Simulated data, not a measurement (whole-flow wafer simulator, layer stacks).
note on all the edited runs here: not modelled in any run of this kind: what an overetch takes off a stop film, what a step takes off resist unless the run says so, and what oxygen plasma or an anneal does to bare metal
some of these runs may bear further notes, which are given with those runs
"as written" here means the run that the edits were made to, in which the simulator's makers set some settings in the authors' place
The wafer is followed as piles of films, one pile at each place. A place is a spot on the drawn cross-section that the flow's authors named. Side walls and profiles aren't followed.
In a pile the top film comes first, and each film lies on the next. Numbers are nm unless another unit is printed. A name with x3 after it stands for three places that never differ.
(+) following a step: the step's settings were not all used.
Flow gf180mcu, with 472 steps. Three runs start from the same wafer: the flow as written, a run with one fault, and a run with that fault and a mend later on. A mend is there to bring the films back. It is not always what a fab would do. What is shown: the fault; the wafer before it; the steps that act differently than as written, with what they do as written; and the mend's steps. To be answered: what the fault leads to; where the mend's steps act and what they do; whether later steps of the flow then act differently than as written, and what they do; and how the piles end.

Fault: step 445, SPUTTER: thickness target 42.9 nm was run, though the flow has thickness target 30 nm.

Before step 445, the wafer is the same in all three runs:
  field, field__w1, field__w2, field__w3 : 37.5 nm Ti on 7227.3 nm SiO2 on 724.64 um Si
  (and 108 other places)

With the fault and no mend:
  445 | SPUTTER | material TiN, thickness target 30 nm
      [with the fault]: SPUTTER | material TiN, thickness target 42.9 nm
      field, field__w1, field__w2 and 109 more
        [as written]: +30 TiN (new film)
        [with the fault]: +42.9 TiN (new film)
  Steps later in the flow that act otherwise than as written (not shown: 4 more steps that differ only slightly, by at most 2% or 0.5 nm, whichever is larger):
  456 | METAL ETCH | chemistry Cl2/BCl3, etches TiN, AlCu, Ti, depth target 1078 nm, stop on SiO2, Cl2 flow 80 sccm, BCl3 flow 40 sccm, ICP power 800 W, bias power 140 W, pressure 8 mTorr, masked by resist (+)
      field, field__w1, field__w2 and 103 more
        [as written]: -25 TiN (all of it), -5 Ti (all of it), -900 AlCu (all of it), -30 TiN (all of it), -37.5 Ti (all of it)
        [with the fault]: -25 TiN (all of it), -5 Ti (all of it), -900 AlCu (all of it), -42.9 TiN (all of it), -37.5 Ti (all of it)
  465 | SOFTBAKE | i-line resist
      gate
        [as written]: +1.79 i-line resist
        [with the fault]: -0.27 i-line resist
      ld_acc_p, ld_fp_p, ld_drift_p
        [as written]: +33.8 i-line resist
        [with the fault]: +27.4 i-line resist
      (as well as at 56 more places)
  At field__w8, contact, m1, m1__w1, pad, m1_nw, the piles at the end differ from the flow's by more than 2% or 0.5 nm, whichever is larger.
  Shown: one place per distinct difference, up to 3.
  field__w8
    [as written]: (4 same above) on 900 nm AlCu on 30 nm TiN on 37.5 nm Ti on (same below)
    [with the fault]: (4 same above) on 900 nm AlCu on 42.9 nm TiN on 37.5 nm Ti on (same below)
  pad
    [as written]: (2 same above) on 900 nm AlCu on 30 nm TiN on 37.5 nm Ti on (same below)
    [with the fault]: (2 same above) on 900 nm AlCu on 42.9 nm TiN on 37.5 nm Ti on (same below)

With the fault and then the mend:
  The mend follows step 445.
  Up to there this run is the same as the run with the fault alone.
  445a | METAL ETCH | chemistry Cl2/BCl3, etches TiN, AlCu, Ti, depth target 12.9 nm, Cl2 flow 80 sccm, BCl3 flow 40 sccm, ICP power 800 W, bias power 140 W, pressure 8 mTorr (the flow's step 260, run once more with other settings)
      field, field__w1, field__w2 and 109 more
        -12.9 TiN
  None of the later steps of the flow acts differently than as written at any place that is followed.
  By the end, the piles equal the flow's at every place that both follow.
